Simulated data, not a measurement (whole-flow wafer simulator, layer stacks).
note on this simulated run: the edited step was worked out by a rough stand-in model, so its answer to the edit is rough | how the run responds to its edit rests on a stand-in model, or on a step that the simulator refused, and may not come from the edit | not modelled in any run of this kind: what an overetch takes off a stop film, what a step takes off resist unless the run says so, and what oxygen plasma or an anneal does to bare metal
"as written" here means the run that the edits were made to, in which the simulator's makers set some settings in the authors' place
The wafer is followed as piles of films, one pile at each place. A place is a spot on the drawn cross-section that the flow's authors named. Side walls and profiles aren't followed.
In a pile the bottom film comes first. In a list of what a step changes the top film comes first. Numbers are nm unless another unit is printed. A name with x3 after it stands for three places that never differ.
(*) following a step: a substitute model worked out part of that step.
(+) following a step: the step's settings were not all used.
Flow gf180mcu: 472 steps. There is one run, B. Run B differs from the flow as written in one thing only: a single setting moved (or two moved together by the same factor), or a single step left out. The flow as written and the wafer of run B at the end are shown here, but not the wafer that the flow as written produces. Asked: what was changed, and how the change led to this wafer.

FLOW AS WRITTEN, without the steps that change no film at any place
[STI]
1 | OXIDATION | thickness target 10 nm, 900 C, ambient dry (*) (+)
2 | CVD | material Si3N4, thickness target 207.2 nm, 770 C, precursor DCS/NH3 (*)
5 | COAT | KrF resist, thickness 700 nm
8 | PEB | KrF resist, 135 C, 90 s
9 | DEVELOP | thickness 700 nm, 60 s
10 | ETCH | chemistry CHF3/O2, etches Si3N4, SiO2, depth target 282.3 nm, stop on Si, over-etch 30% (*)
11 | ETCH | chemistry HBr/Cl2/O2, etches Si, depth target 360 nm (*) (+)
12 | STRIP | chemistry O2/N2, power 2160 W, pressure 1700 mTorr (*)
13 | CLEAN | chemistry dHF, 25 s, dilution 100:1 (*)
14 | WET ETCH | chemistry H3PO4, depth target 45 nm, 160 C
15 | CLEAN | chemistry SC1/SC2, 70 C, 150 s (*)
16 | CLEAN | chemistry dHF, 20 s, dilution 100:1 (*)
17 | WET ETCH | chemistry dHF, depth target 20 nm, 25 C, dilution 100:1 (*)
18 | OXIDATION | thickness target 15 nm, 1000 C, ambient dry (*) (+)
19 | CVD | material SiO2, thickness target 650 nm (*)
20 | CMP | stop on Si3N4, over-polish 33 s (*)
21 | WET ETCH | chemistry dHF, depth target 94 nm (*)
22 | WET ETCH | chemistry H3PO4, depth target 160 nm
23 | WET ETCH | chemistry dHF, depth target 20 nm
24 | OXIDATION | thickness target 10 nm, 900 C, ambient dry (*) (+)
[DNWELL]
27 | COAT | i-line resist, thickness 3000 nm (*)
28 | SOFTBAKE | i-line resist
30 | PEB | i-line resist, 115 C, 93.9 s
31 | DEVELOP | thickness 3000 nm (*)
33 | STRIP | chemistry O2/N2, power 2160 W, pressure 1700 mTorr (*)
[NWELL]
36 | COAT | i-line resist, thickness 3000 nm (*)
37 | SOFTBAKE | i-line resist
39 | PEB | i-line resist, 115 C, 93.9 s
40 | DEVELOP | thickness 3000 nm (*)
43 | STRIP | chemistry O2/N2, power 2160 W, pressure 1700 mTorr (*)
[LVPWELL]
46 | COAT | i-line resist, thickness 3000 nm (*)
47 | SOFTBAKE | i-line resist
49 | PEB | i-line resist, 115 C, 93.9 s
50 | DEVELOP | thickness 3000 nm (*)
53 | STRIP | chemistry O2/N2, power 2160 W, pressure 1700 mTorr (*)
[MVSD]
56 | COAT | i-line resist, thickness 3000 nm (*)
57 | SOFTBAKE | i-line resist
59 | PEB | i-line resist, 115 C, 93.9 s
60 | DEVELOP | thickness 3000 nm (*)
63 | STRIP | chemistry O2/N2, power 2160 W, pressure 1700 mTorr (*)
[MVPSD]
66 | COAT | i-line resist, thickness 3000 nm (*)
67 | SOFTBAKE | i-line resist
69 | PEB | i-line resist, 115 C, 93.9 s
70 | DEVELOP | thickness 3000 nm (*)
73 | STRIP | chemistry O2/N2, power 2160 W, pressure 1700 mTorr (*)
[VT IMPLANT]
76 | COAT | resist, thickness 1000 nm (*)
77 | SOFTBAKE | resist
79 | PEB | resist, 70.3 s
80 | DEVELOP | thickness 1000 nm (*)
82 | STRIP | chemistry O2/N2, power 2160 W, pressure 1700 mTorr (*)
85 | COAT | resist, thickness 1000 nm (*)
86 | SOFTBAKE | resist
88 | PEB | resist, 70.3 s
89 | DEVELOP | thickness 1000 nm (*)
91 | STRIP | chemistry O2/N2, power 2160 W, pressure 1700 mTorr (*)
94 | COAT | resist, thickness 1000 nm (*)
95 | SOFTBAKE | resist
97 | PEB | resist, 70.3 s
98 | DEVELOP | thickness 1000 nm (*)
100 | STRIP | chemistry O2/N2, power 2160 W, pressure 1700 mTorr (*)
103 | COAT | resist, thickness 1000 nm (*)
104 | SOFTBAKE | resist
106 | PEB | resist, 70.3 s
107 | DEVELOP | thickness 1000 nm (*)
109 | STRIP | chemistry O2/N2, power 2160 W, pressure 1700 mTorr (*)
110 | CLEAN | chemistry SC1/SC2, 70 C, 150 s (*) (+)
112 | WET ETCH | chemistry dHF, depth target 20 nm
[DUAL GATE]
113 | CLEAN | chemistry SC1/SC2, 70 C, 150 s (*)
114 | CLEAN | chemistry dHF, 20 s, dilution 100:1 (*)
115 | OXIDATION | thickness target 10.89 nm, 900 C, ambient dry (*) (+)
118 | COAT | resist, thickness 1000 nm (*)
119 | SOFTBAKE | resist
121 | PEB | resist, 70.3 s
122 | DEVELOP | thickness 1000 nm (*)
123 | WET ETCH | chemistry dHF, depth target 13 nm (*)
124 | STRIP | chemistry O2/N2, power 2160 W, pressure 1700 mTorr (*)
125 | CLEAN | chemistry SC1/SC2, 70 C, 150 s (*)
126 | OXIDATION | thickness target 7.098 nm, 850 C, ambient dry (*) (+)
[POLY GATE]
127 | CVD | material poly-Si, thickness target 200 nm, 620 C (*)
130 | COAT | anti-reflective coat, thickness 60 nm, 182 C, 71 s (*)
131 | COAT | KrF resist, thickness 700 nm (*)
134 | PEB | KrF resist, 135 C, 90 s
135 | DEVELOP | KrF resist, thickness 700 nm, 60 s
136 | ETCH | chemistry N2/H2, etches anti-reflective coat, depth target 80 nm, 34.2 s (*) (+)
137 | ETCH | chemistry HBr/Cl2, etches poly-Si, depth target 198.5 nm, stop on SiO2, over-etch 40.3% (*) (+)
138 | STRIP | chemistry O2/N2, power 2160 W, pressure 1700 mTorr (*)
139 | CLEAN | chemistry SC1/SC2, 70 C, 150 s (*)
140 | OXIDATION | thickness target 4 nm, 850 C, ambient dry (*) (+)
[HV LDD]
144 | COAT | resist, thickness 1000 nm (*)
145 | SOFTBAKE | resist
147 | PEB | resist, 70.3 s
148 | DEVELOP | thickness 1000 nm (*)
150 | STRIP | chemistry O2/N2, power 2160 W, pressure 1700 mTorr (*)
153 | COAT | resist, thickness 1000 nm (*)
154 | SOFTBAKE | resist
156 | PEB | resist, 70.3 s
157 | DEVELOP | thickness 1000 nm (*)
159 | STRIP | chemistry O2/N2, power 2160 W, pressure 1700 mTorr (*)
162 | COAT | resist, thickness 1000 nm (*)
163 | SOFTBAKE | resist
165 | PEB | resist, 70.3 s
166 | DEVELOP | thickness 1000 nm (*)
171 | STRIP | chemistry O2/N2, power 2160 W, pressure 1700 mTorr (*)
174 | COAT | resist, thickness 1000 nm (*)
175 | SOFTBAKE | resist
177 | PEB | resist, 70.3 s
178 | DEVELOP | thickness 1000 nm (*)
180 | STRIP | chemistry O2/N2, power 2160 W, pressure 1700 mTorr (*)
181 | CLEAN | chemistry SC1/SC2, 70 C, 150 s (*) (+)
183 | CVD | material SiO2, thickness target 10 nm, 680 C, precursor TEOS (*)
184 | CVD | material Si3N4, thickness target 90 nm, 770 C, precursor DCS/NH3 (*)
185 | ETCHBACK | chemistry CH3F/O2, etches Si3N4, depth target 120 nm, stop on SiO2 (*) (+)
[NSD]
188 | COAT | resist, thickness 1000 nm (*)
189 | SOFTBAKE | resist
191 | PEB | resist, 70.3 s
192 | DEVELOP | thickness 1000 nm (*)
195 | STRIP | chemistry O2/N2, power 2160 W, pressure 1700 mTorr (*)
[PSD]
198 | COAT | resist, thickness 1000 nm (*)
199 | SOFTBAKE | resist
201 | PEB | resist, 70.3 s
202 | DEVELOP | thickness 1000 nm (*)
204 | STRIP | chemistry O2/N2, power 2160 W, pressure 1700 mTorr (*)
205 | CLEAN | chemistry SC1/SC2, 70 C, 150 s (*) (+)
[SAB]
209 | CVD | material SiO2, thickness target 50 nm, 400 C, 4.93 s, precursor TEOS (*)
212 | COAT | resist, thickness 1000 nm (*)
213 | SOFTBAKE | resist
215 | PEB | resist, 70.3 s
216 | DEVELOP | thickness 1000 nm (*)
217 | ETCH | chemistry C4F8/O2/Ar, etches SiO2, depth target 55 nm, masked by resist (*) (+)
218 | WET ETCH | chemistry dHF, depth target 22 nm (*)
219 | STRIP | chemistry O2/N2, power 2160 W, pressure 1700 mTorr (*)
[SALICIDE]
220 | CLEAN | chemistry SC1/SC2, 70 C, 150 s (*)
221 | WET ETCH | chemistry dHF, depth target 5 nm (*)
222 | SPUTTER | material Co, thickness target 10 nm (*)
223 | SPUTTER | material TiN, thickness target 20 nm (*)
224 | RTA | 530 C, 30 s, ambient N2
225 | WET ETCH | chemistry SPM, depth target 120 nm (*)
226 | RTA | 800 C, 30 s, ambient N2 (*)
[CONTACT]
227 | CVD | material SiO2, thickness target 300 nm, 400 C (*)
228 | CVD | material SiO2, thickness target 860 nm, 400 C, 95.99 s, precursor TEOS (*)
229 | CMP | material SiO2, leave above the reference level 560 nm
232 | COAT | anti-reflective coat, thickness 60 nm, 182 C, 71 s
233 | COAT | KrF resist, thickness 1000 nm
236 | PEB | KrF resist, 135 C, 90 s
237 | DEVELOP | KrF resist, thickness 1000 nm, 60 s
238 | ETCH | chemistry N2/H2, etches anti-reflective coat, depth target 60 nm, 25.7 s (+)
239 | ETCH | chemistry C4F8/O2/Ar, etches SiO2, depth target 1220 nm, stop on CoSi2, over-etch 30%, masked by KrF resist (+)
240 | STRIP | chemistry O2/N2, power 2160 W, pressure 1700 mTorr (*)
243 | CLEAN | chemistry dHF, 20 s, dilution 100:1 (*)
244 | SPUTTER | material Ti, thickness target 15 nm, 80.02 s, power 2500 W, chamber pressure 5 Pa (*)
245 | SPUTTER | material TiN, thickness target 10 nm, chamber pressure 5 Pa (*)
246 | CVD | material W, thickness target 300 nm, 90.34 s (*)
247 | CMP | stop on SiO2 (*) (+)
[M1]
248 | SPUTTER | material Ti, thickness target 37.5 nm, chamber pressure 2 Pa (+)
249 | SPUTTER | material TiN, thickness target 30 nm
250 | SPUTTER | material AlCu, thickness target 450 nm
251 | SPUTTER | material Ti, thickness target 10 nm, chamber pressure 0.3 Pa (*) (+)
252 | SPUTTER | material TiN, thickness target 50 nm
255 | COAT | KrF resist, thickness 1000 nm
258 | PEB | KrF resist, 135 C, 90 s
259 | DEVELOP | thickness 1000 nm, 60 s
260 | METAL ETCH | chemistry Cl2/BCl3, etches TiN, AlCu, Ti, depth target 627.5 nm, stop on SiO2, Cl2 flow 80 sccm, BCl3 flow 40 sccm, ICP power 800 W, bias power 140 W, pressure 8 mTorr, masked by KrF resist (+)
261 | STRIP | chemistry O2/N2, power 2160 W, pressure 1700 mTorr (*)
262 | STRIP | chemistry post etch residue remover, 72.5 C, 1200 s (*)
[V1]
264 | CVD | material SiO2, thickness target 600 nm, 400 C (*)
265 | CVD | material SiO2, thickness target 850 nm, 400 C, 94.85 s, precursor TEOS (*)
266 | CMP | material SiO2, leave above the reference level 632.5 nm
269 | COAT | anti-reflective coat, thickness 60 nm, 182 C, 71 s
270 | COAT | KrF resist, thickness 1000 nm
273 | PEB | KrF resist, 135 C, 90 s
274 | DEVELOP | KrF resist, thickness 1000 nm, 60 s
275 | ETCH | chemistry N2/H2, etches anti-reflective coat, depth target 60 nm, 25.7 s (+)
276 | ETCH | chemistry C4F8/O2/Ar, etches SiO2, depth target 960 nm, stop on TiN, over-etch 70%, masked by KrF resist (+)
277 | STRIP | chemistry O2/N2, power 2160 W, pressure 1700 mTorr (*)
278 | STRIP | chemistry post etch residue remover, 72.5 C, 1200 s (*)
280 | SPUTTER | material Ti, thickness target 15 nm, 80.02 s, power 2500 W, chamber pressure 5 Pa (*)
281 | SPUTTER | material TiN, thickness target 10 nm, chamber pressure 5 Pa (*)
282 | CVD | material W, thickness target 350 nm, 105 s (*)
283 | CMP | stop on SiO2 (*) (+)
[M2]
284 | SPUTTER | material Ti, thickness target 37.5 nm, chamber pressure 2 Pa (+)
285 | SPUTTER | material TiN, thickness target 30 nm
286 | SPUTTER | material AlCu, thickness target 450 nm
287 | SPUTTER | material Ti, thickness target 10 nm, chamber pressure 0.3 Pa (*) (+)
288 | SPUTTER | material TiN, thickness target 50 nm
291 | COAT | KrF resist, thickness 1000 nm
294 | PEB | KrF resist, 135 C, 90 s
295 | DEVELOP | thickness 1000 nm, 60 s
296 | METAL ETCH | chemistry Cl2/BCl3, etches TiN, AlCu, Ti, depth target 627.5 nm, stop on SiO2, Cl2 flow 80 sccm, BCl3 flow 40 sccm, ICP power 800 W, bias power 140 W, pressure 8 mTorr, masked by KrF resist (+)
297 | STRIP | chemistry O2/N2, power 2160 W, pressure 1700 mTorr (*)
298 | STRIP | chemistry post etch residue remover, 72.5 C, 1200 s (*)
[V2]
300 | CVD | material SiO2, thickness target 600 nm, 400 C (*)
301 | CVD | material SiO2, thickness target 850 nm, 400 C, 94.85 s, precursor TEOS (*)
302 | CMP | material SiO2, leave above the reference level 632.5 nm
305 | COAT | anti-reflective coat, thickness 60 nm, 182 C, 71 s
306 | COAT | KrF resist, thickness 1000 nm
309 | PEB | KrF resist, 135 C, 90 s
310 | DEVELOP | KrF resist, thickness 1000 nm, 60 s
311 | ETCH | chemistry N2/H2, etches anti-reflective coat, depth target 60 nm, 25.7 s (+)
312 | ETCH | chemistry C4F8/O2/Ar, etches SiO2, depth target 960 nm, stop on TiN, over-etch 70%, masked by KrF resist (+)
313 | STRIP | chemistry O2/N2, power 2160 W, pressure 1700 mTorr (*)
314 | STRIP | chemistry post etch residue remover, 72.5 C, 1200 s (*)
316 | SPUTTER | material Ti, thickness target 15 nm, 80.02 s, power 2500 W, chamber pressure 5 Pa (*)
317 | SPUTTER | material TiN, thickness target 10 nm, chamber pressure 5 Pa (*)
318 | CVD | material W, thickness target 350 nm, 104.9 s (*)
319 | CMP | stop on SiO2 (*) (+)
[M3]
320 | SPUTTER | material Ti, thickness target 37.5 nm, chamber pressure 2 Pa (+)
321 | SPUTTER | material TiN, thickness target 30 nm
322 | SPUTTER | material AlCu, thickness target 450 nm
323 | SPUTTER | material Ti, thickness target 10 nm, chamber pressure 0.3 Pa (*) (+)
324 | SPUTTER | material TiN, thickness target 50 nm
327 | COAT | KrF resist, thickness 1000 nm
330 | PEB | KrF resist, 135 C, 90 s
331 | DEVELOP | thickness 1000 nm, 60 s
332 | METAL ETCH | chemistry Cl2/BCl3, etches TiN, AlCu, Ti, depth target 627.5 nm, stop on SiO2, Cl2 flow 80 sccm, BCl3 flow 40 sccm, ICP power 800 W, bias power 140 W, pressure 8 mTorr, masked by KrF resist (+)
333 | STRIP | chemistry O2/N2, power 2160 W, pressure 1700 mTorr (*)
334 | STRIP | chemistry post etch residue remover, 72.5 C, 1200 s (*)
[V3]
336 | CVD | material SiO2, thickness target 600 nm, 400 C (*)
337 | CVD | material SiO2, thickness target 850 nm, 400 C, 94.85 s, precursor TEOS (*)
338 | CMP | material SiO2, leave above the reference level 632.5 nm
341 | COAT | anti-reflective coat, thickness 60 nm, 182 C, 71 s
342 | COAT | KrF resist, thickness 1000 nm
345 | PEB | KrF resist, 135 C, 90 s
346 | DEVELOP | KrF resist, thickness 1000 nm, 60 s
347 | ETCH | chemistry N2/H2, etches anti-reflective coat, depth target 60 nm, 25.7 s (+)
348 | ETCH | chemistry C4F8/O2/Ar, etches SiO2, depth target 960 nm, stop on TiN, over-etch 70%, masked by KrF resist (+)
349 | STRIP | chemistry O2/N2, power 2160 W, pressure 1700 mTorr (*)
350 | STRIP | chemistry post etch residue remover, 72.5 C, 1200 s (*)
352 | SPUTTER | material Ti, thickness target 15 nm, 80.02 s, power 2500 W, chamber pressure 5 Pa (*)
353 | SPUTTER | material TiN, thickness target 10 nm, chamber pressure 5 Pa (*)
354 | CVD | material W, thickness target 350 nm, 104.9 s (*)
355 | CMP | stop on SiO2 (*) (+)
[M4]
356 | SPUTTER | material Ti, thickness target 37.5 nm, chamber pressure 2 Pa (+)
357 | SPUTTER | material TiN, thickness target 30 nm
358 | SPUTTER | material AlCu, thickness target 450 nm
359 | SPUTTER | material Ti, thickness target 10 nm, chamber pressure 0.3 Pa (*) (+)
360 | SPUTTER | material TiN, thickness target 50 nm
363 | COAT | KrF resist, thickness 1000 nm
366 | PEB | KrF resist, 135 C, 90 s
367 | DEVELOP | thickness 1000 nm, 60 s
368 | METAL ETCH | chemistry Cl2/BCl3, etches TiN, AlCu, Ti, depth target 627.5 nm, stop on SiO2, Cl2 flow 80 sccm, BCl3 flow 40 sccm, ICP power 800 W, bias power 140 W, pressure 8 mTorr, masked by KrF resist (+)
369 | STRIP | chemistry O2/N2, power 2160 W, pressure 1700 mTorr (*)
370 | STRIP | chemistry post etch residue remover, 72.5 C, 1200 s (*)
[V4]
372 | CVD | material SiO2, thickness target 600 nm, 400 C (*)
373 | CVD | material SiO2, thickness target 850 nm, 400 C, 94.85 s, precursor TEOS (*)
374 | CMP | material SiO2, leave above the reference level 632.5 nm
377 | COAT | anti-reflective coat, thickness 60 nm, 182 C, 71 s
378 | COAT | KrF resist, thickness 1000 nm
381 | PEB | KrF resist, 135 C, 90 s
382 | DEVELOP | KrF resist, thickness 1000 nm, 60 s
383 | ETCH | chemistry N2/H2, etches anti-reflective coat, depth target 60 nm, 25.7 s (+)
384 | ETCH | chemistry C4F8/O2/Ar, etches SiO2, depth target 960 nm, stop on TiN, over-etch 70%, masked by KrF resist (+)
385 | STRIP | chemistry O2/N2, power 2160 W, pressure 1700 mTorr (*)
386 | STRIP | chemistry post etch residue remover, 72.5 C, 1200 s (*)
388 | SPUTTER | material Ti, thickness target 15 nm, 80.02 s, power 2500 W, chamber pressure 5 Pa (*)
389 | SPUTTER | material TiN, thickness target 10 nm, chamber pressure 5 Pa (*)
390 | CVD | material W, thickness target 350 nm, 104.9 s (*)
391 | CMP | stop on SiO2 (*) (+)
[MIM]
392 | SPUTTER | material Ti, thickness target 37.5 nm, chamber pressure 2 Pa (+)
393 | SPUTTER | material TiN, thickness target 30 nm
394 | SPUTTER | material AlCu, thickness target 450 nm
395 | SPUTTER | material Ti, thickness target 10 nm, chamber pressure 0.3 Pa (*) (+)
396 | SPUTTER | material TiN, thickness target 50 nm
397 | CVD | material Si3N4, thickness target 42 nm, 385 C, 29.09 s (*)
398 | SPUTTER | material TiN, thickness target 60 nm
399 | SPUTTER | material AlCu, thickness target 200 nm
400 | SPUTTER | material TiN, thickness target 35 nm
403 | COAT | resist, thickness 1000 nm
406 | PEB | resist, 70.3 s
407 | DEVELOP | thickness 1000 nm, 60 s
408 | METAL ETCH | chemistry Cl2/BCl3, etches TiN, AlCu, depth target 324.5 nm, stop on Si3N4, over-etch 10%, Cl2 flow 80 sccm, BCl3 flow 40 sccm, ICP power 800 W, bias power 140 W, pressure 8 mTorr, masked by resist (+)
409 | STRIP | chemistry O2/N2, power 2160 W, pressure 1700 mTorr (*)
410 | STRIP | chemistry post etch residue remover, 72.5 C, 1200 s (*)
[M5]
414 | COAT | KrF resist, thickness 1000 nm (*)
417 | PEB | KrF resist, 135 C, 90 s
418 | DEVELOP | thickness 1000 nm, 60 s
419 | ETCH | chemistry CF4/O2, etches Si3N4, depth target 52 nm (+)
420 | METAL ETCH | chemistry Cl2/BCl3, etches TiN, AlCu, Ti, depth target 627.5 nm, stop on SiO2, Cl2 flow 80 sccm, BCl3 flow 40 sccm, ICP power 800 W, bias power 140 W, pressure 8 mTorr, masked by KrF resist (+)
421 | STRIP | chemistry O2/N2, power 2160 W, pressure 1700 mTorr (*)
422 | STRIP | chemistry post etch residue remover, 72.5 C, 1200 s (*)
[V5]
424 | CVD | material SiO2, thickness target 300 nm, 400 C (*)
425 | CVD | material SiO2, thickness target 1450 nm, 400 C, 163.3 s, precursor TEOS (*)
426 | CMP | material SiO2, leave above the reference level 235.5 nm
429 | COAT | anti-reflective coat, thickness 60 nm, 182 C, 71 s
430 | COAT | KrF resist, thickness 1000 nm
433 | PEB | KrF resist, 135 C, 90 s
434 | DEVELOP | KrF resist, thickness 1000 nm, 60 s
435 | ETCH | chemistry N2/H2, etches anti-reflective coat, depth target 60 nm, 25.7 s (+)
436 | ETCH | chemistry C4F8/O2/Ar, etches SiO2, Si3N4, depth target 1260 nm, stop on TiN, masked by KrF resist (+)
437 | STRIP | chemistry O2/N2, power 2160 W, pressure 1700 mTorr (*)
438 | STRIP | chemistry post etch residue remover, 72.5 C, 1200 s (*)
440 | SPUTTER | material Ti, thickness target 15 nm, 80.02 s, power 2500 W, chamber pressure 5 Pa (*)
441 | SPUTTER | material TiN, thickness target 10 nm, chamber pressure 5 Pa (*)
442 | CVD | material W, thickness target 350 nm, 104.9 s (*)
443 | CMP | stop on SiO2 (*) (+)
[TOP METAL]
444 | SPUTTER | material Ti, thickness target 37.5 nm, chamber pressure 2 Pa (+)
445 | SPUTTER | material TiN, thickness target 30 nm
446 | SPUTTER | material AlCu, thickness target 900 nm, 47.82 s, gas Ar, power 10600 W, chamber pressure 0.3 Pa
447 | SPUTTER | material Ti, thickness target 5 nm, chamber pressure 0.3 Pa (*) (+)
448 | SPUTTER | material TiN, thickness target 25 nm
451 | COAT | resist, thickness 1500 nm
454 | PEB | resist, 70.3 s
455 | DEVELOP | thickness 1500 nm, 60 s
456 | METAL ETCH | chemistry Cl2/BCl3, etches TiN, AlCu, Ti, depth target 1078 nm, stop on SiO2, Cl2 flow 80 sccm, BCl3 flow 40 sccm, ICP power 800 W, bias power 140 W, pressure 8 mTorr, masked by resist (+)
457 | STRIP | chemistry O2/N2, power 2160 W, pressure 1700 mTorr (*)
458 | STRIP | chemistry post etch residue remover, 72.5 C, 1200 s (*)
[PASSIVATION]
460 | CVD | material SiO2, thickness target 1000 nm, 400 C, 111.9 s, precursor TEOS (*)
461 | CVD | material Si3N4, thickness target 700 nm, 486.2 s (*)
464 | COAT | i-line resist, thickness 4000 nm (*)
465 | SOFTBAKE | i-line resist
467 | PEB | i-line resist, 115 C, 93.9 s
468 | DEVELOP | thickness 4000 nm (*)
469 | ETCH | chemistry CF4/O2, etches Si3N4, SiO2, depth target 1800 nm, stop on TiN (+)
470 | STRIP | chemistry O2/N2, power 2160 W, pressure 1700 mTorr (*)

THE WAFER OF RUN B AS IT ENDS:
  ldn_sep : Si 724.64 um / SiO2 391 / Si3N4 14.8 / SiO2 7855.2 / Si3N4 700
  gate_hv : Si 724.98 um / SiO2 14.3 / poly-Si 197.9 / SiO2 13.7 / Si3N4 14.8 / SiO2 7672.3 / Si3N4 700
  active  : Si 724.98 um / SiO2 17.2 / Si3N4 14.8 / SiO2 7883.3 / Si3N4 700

What caused this: step 184, CVD: thickness target 139 nm was run, though the flow has thickness target 90 nm.

Step by step, how the change led to this:
  184 | CVD | material Si3N4, thickness target 90 nm, 770 C, precursor DCS/NH3 (*)
      field, field__w1, field__w2 and 101 more: +139 Si3N4 (new film) (as written it would have been: +90 Si3N4 (new film))
  185 | ETCHBACK | chemistry CH3F/O2, etches Si3N4, depth target 120 nm, stop on SiO2 (*) (+)
      field, field__w1, field__w2 and 100 more: -120 Si3N4 (as written it would have been: -90 Si3N4 (all of it), -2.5 SiO2)
  188 | COAT | resist, thickness 1000 nm (*)
      field__w9: +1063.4 resist (new film) (as written it would have been: +1041.8 resist (new film))
      spacer: +893.1 resist (new film) (as written it would have been: +920.2 resist (new film))
  189 | SOFTBAKE | resist
      field__w9: -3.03 resist (as written it would have been: +6.92 resist)
      field__w11: -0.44 resist (as written it would have been: +0.14 resist)
      (as well as at 28 more places)
  192 | DEVELOP | thickness 1000 nm (*)
      spacer: -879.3 resist (all of it) (as written it would have been: -905.9 resist (all of it))
  198 | COAT | resist, thickness 1000 nm (*)
      field__w9: +1063.4 resist (new film) (as written it would have been: +1041.8 resist (new film))
      spacer: +893.1 resist (new film) (as written it would have been: +920.2 resist (new film))
  199 | SOFTBAKE | resist
      field__w9: -3.03 resist (as written it would have been: +6.92 resist)
      field__w11: -0.44 resist (as written it would have been: +0.14 resist)
      (as well as at 29 more places)
  204 | STRIP | chemistry O2/N2, power 2160 W, pressure 1700 mTorr (*)
      spacer: -879.3 resist (all of it) (as written it would have been: -905.9 resist (all of it))
  205 | CLEAN | chemistry SC1/SC2, 70 C, 150 s (*) (+)
      field, field__w1, field__w2 and 105 more: -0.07 Si3N4 (as written it would have been: -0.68 SiO2)
  209 | CVD | material SiO2, thickness target 50 nm, 400 C, 4.93 s, precursor TEOS (*)
      field, field__w7, field__w8 and 73 more: +50 SiO2 (new film) (as written it would have been: +50 SiO2)
      field_sub, field_sub__w2, ld_drn_n, ld_sd_p: +48.7 SiO2 (new film) (as written it would have been: +48.8 SiO2)
      (as well as at 28 more places)
  212 | COAT | resist, thickness 1000 nm (*)
      spacer: +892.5 resist (new film) (as written it would have been: +919.4 resist (new film))
  213 | SOFTBAKE | resist
      npoly_sal: +0.5 resist (as written it would have been: -0.55 resist)
      field__w1: +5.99 resist (as written it would have been: +5.43 resist)
      (as well as at 19 more places)
  216 | DEVELOP | thickness 1000 nm (*)
      spacer: -878.8 resist (all of it) (as written it would have been: -905.1 resist (all of it))
  217 | ETCH | chemistry C4F8/O2/Ar, etches SiO2, depth target 55 nm, masked by resist (*) (+)
      field, field__w7, field__w8 and 70 more: -50 SiO2 (all of it), -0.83 Si3N4 (as written it would have been: -55 SiO2)
      field__w1, m1, nw_enc_fld_lv__w3: -49.2 SiO2 (all of it), -0.97 Si3N4 (as written it would have been: -55 SiO2)
      (as well as at 23 more places)
  218 | WET ETCH | chemistry dHF, depth target 22 nm (*)
      gate, gate_hv, gate_p and 23 more: -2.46 Si3N4 (as written it would have been: -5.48 SiO2 (all of it))
      field, field__w10, sti and 14 more: -2.46 Si3N4 (as written it would have been: -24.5 SiO2)
      (as well as at 56 more places)
  219 | STRIP | chemistry O2/N2, power 2160 W, pressure 1700 mTorr (*)
      gate, gate_hv, gate_p and 23 more: nothing (as written it would have been: +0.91 chemical SiO2 (new film), -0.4 poly-Si)
      active, p_well, sd_n and 20 more: nothing (as written it would have been: +0.91 chemical SiO2 (new film), -0.4 Si)
  ... 14 further steps ...
  471 | ANNEAL | 400 C, 1800 s, ambient N2/H2
      polyc_n, polyc_p: under 9 films: +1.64 void (new film), -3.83 Ti, +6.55 TiSi first (new film), -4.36 poly-Si (as written it would have been: nothing)
      contact: under 49 films: +1.62 void (new film), -3.83 Ti, +6.55 TiSi first (new film), -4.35 Si (as written it would have been: nothing)
Taking metal films that touch as one body, gate_hv has 0 bodies; the flow as written gives 1 body.
Taking metal films that touch as one body, active has 0 bodies; the flow as written gives 1 body.
